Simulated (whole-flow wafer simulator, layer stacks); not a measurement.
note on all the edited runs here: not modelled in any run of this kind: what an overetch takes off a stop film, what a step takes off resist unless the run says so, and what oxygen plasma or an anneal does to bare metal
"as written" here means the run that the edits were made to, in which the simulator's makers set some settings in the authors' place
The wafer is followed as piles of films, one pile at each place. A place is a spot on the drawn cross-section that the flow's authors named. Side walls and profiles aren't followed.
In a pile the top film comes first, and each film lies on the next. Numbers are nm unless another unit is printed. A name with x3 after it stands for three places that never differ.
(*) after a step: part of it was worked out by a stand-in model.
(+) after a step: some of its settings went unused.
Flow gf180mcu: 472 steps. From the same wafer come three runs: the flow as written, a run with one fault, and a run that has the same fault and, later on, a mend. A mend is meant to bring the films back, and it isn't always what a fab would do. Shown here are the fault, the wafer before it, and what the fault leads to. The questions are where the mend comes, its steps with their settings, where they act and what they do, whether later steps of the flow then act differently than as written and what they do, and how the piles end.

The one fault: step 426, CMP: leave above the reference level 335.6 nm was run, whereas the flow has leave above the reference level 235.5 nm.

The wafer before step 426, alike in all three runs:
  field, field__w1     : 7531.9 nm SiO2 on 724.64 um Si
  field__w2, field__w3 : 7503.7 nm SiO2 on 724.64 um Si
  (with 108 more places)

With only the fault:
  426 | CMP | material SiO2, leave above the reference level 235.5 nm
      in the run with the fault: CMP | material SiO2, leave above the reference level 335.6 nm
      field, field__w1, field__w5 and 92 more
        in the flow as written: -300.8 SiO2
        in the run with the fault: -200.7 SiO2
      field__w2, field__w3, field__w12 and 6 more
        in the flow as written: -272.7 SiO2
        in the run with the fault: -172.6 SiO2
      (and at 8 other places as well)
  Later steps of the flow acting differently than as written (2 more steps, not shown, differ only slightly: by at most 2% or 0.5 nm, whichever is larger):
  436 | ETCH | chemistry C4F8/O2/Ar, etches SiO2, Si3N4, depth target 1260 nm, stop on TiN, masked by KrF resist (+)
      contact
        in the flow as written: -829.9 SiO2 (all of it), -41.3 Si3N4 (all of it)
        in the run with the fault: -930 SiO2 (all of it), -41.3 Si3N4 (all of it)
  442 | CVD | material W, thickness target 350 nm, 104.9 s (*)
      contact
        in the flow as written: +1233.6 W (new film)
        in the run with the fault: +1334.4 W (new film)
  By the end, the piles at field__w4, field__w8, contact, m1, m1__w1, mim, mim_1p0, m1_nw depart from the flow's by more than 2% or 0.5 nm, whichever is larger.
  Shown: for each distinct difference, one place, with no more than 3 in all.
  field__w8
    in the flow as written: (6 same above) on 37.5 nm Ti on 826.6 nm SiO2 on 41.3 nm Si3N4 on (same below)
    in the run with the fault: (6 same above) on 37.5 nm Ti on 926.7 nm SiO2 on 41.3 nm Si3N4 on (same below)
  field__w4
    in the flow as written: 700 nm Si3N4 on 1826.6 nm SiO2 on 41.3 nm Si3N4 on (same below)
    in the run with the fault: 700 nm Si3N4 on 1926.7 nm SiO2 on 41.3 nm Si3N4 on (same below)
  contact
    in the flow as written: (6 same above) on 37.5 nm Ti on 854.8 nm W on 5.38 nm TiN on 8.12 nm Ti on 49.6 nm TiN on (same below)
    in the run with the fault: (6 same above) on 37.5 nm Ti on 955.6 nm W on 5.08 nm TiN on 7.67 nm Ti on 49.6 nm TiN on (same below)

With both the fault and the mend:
  After step 426 comes the mend.
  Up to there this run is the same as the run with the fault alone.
  426a | CMP | material SiO2, leave above the reference level 235.5 nm (the flow's step 426 again)
      field, field__w1, field__w2 and 109 more
        -100.1 SiO2
  None of the later steps of the flow acts differently than as written at any place that is followed.
  The piles end the same as the flow's at every place that both follow.
